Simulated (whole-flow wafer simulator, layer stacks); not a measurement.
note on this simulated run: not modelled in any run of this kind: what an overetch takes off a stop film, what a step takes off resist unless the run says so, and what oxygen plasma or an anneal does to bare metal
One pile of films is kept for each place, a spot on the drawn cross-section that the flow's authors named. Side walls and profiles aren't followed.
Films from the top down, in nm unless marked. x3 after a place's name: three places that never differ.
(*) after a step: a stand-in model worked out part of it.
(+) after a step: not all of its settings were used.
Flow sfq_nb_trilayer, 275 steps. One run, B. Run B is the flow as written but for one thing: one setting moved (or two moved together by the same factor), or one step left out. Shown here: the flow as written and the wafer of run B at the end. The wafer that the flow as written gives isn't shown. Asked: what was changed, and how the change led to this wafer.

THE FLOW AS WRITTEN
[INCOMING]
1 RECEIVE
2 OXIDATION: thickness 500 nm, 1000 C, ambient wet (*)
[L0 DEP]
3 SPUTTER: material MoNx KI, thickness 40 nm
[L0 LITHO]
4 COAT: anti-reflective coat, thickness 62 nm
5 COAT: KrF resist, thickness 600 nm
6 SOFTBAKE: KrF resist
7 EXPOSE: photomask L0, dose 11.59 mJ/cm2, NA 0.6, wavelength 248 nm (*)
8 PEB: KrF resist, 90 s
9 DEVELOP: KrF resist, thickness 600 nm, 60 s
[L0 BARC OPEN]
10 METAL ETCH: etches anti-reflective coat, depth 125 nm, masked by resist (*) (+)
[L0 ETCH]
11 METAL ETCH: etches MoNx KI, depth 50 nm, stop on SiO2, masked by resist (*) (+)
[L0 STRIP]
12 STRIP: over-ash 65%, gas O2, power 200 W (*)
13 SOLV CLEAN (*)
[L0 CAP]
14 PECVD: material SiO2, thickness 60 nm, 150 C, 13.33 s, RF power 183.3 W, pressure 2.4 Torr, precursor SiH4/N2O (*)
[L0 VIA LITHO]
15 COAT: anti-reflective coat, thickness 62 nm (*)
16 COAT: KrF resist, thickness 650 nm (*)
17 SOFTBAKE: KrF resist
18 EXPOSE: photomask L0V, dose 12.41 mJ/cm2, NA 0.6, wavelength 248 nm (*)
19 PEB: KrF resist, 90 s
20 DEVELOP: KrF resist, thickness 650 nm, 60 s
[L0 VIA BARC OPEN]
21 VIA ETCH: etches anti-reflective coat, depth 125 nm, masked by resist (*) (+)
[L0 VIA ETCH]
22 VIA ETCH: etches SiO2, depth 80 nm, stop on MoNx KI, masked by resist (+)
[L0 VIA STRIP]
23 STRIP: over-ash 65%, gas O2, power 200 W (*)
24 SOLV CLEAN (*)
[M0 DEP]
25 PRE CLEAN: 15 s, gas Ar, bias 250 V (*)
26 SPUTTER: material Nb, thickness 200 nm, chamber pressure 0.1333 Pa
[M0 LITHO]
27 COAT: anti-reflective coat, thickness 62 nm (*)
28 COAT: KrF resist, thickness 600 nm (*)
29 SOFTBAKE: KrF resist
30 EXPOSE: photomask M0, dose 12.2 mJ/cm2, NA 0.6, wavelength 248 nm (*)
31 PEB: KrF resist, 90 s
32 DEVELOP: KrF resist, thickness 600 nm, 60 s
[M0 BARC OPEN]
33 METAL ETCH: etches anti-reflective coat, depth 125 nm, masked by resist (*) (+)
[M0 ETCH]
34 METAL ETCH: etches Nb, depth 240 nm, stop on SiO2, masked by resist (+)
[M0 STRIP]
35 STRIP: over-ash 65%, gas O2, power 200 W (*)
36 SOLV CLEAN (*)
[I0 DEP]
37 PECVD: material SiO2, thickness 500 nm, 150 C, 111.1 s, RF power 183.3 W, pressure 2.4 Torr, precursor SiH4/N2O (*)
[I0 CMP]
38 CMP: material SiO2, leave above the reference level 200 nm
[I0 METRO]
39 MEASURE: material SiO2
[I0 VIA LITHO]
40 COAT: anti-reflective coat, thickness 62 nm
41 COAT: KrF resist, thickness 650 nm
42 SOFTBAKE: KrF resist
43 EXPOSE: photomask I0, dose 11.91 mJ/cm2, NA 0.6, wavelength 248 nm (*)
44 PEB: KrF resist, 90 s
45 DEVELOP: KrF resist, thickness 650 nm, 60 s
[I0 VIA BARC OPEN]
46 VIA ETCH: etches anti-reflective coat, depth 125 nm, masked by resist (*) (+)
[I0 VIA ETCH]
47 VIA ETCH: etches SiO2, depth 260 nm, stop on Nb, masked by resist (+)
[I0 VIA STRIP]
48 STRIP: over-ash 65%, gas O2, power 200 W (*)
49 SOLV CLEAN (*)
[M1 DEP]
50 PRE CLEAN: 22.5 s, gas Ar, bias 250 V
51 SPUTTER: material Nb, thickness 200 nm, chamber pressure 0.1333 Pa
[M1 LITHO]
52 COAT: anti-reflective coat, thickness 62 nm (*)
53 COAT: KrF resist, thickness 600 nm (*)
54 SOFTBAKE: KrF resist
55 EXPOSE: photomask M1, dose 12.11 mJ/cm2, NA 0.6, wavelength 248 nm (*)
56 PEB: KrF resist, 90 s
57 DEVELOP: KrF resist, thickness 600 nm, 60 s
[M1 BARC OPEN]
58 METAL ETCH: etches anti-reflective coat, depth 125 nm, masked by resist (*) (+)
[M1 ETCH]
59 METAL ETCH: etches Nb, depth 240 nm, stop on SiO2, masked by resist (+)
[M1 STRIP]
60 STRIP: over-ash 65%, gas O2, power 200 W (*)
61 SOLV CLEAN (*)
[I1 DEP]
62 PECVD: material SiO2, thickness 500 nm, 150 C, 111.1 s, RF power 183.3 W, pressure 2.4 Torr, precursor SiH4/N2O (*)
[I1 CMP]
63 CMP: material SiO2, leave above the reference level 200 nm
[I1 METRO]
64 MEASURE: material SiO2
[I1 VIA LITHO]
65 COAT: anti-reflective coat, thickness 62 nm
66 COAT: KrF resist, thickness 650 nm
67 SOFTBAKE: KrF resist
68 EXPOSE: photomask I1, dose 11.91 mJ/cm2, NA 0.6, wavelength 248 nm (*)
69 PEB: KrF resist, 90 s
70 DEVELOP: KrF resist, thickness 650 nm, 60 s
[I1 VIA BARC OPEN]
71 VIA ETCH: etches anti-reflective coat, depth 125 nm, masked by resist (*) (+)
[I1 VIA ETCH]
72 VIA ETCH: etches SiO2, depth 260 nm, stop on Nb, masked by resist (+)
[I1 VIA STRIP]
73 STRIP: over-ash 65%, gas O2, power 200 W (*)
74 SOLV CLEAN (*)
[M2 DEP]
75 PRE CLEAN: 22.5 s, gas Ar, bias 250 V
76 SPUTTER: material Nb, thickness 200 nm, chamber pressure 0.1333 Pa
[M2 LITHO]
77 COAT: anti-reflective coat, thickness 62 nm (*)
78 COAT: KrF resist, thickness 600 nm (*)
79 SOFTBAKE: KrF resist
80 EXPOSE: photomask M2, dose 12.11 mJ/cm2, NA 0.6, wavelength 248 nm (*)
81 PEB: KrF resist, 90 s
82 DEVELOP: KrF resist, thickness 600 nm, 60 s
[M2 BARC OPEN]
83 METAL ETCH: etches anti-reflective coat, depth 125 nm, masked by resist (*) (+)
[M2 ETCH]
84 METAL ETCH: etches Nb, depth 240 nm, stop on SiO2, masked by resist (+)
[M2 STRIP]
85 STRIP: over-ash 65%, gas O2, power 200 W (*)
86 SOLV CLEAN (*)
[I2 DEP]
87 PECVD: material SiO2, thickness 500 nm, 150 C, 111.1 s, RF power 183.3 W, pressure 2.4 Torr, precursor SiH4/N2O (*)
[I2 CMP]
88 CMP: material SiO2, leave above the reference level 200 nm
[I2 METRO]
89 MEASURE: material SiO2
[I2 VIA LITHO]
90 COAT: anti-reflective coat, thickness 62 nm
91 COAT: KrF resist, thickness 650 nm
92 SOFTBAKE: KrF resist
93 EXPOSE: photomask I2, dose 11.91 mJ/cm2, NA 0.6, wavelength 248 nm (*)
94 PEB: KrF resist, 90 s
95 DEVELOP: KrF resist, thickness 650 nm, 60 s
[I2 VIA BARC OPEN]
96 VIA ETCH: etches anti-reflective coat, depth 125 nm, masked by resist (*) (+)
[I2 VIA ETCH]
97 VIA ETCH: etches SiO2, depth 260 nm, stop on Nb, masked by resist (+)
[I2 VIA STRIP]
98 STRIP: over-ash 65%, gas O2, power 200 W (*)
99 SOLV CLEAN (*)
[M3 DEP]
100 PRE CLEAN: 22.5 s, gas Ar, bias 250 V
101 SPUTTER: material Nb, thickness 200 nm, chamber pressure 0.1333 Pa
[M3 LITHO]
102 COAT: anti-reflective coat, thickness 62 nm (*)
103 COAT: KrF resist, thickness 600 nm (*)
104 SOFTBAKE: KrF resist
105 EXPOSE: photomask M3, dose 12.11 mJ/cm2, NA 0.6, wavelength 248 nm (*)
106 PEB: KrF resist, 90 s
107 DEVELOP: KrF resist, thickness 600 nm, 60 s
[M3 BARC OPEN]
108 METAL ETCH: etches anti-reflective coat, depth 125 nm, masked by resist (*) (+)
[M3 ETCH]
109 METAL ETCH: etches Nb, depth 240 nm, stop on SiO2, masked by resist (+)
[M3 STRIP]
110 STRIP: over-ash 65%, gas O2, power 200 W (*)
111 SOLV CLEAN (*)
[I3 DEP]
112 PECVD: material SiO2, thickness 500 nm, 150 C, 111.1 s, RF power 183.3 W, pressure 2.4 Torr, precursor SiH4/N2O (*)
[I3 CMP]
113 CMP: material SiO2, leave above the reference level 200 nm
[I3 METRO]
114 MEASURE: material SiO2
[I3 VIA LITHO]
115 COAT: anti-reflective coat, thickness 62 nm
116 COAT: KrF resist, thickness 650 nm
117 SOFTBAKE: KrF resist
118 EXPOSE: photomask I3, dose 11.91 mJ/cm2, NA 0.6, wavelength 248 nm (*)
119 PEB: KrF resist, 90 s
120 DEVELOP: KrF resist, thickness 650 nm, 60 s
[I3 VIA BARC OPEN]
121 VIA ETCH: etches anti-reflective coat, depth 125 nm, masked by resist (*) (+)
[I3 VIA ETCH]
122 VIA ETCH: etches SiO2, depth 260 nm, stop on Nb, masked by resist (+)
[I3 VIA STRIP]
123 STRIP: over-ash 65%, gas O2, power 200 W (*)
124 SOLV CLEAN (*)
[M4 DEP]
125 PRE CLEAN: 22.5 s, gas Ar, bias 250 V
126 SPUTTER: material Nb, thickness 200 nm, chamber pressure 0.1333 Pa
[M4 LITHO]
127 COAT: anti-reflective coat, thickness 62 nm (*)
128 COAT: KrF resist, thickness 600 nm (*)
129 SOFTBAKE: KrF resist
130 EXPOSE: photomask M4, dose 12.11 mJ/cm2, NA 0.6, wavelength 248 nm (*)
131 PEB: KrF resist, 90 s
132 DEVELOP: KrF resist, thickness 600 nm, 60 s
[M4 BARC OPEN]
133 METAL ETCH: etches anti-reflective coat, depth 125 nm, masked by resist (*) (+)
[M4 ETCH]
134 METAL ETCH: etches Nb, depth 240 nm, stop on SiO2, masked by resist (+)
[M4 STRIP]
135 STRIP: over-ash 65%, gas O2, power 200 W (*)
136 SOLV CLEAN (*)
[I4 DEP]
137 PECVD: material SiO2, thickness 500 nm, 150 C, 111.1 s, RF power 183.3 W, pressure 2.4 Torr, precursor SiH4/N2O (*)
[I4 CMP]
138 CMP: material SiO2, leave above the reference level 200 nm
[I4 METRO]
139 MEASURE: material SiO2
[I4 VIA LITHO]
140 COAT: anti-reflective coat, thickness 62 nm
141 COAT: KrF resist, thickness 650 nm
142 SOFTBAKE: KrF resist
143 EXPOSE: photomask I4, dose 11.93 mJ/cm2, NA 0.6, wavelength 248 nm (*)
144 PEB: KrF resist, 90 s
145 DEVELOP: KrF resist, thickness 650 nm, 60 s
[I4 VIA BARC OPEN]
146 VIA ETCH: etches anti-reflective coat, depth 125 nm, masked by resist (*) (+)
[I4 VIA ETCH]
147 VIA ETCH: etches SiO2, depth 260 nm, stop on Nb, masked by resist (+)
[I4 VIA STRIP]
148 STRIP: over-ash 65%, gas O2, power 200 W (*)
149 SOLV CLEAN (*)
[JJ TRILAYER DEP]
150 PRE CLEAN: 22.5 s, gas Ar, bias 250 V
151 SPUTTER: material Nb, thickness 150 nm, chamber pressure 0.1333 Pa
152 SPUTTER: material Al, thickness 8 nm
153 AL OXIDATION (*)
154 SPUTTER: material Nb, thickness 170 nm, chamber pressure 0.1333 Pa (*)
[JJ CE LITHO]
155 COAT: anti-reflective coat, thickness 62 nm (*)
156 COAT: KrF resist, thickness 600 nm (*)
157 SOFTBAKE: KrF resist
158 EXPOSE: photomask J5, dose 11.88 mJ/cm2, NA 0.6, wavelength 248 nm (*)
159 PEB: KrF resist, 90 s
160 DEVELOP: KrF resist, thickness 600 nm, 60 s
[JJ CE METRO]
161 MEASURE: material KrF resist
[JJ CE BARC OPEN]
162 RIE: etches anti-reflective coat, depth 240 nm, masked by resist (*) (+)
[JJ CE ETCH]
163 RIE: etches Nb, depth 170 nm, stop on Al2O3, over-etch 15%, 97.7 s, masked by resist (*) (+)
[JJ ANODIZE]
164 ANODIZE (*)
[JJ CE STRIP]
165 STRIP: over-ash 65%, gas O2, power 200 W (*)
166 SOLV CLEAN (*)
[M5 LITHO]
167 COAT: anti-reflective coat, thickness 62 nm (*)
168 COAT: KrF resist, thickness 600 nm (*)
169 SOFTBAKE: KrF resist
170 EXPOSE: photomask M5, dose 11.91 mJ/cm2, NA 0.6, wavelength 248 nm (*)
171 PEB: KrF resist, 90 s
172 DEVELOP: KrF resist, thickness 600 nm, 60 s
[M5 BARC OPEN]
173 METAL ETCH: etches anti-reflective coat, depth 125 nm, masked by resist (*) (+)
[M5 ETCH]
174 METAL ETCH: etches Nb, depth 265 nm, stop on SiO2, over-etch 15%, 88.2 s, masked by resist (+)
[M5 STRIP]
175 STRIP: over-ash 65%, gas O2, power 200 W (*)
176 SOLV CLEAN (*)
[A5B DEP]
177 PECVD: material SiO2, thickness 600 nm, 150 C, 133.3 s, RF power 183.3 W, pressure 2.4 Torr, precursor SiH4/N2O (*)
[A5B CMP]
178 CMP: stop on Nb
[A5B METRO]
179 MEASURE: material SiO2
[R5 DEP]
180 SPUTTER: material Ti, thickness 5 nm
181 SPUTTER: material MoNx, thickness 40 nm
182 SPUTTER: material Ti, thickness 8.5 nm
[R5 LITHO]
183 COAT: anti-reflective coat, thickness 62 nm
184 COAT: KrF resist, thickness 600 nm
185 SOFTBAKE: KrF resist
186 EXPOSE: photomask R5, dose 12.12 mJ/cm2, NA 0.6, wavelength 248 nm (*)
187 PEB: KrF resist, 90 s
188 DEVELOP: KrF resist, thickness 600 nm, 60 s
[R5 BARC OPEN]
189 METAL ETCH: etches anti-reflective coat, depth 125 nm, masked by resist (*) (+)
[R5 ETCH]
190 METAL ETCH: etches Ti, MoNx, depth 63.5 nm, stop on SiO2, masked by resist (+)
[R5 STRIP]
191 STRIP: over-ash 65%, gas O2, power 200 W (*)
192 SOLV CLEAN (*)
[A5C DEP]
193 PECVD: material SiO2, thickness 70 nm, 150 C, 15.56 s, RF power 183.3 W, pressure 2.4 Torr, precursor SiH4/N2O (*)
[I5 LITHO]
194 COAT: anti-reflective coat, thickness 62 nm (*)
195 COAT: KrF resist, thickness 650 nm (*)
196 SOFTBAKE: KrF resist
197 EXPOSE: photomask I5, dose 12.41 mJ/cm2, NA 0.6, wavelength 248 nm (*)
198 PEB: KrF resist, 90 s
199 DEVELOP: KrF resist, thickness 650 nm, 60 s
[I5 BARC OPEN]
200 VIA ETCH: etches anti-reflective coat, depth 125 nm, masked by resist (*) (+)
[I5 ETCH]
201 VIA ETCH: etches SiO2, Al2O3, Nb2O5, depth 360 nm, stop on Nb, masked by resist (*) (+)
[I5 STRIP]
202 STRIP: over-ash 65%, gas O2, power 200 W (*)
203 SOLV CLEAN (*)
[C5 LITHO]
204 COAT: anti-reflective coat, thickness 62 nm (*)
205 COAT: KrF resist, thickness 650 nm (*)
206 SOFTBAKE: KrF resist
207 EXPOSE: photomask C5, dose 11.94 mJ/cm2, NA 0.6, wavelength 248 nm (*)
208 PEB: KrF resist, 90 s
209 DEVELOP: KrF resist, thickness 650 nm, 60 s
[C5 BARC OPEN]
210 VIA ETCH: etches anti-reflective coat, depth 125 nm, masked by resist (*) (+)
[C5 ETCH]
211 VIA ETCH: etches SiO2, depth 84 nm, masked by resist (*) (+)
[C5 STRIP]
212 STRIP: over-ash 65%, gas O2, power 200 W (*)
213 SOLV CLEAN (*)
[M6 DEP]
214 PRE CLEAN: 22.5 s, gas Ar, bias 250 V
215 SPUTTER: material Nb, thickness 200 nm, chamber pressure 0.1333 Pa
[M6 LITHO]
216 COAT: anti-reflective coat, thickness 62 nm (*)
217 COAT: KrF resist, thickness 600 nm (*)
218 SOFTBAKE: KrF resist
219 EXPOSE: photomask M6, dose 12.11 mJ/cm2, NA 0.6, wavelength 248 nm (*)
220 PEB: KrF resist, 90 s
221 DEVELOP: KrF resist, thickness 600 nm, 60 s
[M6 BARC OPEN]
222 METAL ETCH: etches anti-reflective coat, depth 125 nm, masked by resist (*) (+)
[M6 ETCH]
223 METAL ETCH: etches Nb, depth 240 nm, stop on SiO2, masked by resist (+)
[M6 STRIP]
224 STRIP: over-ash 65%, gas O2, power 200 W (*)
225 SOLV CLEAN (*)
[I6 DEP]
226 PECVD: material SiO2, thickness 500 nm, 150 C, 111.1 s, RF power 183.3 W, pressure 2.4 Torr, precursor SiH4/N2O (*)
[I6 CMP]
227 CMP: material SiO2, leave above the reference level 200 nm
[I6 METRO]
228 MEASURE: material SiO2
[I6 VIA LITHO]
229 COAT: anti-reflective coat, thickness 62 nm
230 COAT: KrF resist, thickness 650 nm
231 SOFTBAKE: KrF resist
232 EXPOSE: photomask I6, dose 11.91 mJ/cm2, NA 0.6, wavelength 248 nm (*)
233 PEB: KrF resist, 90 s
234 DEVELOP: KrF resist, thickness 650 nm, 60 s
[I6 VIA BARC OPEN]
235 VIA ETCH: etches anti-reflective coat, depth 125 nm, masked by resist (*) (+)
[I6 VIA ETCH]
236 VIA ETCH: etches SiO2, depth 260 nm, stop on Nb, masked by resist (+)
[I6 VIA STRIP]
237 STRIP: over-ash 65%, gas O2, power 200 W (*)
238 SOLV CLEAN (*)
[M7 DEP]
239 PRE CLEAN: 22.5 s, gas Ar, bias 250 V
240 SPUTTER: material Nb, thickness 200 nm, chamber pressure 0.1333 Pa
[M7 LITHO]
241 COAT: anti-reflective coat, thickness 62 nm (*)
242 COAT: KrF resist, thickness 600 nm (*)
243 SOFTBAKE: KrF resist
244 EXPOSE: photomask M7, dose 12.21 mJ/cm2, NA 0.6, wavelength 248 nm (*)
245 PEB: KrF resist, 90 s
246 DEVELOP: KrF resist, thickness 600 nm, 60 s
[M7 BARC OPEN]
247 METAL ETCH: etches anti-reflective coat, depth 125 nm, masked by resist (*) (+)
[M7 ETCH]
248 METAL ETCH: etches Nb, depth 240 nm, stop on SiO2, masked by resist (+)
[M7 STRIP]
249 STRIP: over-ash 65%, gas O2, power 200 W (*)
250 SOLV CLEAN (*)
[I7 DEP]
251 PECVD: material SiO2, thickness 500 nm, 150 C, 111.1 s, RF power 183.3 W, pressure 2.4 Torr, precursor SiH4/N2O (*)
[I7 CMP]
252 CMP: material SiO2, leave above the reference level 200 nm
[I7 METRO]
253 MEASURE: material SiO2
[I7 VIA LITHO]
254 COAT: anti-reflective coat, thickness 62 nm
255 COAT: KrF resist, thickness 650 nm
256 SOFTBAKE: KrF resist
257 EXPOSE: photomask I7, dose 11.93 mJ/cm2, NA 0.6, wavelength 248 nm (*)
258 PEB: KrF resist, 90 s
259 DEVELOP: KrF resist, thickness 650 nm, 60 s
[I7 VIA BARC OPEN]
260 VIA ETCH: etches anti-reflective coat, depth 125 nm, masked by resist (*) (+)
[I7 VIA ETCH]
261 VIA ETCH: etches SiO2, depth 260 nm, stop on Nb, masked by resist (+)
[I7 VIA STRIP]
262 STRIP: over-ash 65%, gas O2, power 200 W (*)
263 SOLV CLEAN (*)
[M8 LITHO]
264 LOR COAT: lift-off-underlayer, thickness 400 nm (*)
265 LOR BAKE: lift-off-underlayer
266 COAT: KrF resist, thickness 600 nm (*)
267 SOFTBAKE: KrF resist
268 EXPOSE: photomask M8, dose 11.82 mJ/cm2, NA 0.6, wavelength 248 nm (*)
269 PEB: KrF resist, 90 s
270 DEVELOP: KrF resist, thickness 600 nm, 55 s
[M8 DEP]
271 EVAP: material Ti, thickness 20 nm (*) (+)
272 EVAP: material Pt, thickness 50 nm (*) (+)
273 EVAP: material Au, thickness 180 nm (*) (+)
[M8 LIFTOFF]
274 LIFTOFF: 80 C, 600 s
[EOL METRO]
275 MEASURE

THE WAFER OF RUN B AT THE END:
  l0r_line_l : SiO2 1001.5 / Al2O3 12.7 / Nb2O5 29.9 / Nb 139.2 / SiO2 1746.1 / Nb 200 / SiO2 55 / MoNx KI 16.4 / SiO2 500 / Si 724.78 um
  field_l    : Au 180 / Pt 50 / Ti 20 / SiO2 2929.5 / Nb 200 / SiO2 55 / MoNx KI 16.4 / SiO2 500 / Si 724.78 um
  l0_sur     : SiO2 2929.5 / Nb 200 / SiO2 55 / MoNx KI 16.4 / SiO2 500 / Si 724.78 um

The cause: step 3, SPUTTER: thickness 16.4 nm was run, where the flow has thickness 40 nm.
It can be read off the wafer: l0r_line_l has MoNx KI 16.4, and step 3 as written asks for 40 nm.

How the change led to this, step by step:
  3 SPUTTER: material MoNx KI, thickness 40 nm
      field_l, v_sur, via_wl and 103 more: MoNx KI +16.4 (new film) (as written it would be: MoNx KI +40 (new film))
  11 METAL ETCH: etches MoNx KI, depth 50 nm, stop on SiO2, masked by resist (*) (+)
      v_sur, via_wl, via_w and 97 more: MoNx KI -16.4 (all of it) (as written it would be: MoNx KI -40 (all of it))
      field_l, l0_sur, l0v, l0r_line_l, l0r_line_c, l0r_line_r: KrF resist -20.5 (as written it would be: KrF resist -41.7)
  12 STRIP: over-ash 65%, gas O2, power 200 W (*)
      field_l, l0_sur, l0v, l0r_line_l, l0r_line_c, l0r_line_r: KrF resist -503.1 (all of it), anti-reflective coat -62 (all of it) (as written it would be: KrF resist -481.9 (all of it), anti-reflective coat -62 (all of it))
  15 COAT: anti-reflective coat, thickness 62 nm (*)
      l0r_line_l, l0r_line_c, l0r_line_r: anti-reflective coat +60.6 (new film) (as written it would be: anti-reflective coat +59 (new film))
      via_wr, ln_m6: anti-reflective coat +62.9 (new film) (as written it would be: anti-reflective coat +64.2 (new film))
      (and at 6 more places)
  23 STRIP: over-ash 65%, gas O2, power 200 W (*)
      l0r_line_l, l0r_line_c, l0r_line_r: KrF resist -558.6 (all of it), anti-reflective coat -60.6 (all of it) (as written it would be: KrF resist -557 (all of it), anti-reflective coat -59 (all of it))
      field_l: KrF resist -556.4 (all of it), anti-reflective coat -59.5 (all of it) (as written it would be: KrF resist -551.4 (all of it), anti-reflective coat -56.7 (all of it))
      (and at 7 more places)
  27 COAT: anti-reflective coat, thickness 62 nm (*)
      lsp_m, ln_m6: anti-reflective coat +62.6 (new film) (as written it would be: anti-reflective coat +63.9 (new film))
      l0r_line_l, l0r_line_c: anti-reflective coat +60.6 (new film) (as written it would be: anti-reflective coat +59 (new film))
      (and at 8 more places)
  35 STRIP: over-ash 65%, gas O2, power 200 W (*)
      l0r_line_l, l0r_line_c: KrF resist -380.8 (all of it), anti-reflective coat -60.6 (all of it) (as written it would be: KrF resist -378.6 (all of it), anti-reflective coat -59 (all of it))
      field_l: KrF resist -378.5 (all of it), anti-reflective coat -59.7 (all of it) (as written it would be: KrF resist -372.9 (all of it), anti-reflective coat -56.9 (all of it))
      (and at 9 more places)
  38 CMP: material SiO2, leave above the reference level 200 nm
      field_l, l0_sur, l0r_line_l, l0r_line_c, l0r_line_r: SiO2 -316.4 (as written it would be: SiO2 -340)
      l0v: SiO2 -254.2 (as written it would be: SiO2 -277.8)
